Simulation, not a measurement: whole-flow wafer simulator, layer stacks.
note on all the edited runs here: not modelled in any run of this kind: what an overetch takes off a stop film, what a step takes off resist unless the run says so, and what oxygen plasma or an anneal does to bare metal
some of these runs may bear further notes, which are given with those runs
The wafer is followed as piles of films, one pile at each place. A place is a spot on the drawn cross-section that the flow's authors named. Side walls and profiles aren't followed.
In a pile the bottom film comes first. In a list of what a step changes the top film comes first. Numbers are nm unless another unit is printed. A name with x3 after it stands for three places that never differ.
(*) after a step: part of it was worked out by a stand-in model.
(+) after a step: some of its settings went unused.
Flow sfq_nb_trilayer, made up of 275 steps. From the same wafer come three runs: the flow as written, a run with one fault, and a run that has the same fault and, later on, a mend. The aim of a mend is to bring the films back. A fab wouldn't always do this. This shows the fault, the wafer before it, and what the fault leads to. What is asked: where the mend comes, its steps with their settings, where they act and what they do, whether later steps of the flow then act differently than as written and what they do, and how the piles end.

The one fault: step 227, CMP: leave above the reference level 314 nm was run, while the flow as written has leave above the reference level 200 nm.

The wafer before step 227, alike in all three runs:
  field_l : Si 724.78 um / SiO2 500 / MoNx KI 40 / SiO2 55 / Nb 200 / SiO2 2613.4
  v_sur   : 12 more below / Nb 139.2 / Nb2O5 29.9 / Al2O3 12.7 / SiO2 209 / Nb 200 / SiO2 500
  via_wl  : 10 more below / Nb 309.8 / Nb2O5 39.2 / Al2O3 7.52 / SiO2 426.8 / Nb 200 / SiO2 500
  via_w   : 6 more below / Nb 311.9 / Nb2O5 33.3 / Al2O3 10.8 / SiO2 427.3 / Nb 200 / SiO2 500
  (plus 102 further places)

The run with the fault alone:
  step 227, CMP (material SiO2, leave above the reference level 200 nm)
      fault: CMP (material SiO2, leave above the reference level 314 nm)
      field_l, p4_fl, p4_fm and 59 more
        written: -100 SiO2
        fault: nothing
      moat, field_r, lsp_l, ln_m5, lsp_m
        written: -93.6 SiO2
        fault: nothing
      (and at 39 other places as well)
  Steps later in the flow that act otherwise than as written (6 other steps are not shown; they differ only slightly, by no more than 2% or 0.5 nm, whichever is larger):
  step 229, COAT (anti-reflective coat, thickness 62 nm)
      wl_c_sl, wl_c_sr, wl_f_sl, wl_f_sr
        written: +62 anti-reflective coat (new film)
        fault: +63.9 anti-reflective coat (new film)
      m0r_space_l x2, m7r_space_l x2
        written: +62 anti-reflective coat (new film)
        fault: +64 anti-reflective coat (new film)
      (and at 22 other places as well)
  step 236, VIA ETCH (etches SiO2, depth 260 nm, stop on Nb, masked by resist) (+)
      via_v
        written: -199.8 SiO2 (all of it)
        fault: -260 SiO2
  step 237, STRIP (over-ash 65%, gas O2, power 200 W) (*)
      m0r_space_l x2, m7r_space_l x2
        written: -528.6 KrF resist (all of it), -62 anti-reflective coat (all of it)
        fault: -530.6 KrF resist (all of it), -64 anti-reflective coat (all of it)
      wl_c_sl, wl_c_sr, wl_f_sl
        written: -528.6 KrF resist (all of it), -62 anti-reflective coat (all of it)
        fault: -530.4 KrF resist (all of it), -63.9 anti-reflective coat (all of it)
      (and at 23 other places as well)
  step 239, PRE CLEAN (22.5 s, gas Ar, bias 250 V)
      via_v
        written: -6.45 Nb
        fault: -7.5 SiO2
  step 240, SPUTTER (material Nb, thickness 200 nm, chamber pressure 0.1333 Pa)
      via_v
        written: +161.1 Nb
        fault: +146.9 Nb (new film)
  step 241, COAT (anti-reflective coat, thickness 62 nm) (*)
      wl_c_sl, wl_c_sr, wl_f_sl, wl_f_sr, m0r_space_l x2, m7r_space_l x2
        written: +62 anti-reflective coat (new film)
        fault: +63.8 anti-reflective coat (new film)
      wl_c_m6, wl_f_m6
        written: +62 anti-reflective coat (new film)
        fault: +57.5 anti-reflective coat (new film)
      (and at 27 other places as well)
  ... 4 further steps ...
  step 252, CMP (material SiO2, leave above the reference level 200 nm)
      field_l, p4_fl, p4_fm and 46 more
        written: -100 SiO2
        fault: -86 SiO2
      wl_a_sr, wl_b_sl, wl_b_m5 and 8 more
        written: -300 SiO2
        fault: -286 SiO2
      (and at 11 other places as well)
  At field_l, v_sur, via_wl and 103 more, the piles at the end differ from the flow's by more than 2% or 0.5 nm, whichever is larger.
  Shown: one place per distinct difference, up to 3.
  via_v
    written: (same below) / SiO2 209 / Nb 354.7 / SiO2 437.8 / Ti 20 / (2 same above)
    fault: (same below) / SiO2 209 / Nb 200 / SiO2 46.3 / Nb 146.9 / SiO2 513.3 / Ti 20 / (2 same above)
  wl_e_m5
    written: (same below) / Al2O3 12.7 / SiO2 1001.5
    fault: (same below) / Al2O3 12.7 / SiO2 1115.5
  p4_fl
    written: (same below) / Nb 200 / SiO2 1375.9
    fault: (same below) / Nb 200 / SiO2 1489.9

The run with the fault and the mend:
  The mend stands after step 228.
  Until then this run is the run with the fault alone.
  step 228a, CMP (material SiO2, leave above the reference level 200 nm) (the flow's step 227 again)
      field_l, p4_fl, p4_fm and 59 more
        -100 SiO2
      v_sur, via_wl, via_w and 33 more
        -114 SiO2
      moat, field_r, lsp_l, ln_m5, lsp_m
        -93.6 SiO2
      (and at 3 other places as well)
  Later steps of the flow that are run all act as written at every place that is followed.
  At every place that both follow, the piles at the end match the flow's.
